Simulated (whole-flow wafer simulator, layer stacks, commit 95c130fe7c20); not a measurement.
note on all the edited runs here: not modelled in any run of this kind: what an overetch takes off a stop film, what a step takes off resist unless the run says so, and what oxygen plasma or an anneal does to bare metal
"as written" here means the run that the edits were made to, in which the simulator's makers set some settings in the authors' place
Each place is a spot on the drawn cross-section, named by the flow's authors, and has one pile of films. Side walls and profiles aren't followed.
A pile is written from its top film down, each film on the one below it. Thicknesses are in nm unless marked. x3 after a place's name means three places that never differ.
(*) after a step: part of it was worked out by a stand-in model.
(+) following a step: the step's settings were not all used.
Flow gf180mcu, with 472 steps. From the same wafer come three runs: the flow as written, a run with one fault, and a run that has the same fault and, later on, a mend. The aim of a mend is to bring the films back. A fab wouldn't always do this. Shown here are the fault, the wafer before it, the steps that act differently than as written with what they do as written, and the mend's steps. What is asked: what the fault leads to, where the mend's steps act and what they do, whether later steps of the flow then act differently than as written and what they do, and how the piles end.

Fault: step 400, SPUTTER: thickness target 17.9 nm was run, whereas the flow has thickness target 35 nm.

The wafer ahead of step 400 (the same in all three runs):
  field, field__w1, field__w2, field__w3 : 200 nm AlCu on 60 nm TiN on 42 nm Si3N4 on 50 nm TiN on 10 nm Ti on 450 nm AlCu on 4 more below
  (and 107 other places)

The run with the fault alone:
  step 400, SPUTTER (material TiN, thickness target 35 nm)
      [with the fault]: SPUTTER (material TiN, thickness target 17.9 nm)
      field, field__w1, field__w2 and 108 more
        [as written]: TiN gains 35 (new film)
        [with the fault]: TiN gains 17.9 (new film)
  Steps later in the flow that act otherwise than as written (not shown: 7 more steps that differ only slightly, by at most 2% or 0.5 nm, whichever is larger):
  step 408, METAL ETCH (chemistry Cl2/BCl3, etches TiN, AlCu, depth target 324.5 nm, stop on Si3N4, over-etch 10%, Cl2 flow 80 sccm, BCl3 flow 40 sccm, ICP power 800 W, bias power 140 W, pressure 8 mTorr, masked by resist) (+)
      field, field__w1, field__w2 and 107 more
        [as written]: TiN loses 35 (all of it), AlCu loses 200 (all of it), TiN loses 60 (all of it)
        [with the fault]: TiN loses 17.9 (all of it), AlCu loses 200 (all of it), TiN loses 60 (all of it)
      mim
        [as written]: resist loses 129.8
        [with the fault]: resist loses 122.3
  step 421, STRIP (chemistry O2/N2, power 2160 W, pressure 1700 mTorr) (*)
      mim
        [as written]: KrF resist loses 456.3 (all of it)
        [with the fault]: KrF resist loses 469.1 (all of it)
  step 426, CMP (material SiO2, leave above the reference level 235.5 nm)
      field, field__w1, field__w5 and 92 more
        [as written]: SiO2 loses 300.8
        [with the fault]: SiO2 loses 317.9
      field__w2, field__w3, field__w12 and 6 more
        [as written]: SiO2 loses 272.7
        [with the fault]: SiO2 loses 289.8
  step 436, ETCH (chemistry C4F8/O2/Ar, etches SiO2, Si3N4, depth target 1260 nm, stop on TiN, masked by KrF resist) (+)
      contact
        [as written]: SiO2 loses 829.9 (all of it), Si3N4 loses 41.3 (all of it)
        [with the fault]: SiO2 loses 812.8 (all of it), Si3N4 loses 41.3 (all of it)
  At field__w8, contact, m1, m1__w1, mim, m1_nw, the piles at the end differ from the flow's by more than 2% or 0.5 nm, whichever is larger.
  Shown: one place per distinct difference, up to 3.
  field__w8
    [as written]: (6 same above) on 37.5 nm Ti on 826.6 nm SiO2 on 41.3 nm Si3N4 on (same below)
    [with the fault]: (6 same above) on 37.5 nm Ti on 809.5 nm SiO2 on 41.3 nm Si3N4 on (same below)
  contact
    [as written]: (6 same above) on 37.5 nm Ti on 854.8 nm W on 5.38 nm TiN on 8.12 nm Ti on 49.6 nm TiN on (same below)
    [with the fault]: (6 same above) on 37.5 nm Ti on 837.6 nm W on 5.43 nm TiN on 8.2 nm Ti on 49.6 nm TiN on (same below)
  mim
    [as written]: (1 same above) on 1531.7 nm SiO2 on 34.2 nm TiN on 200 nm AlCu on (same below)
    [with the fault]: (1 same above) on 1531.7 nm SiO2 on 17.1 nm TiN on 200 nm AlCu on (same below)

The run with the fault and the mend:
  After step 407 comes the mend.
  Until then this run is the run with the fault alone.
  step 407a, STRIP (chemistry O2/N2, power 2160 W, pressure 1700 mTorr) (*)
      mim
        resist loses 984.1 (all of it)
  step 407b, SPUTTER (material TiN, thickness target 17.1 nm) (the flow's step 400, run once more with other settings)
      field, field__w1, field__w2 and 108 more
        TiN gains 17.1
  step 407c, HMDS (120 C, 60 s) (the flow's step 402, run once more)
      leaves every film unchanged at each place that is followed
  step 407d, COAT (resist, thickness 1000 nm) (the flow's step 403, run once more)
      field, field__w1, field__w2 and 108 more
        resist gains 1000 (new film)
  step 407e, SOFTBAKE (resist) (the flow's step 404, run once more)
      leaves every film unchanged at each place that is followed
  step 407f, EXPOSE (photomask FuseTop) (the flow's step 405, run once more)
      leaves every film unchanged at each place that is followed
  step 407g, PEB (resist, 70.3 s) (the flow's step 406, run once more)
      field, field__w1, field__w2 and 108 more
        resist loses 15.9
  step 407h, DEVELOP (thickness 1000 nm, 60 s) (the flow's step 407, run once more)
      field, field__w1, field__w2 and 107 more
        resist loses 984.1 (all of it)
  Later steps of the flow that are run all act as written at every place that is followed.
  The piles end the same as the flow's at every place that both follow.
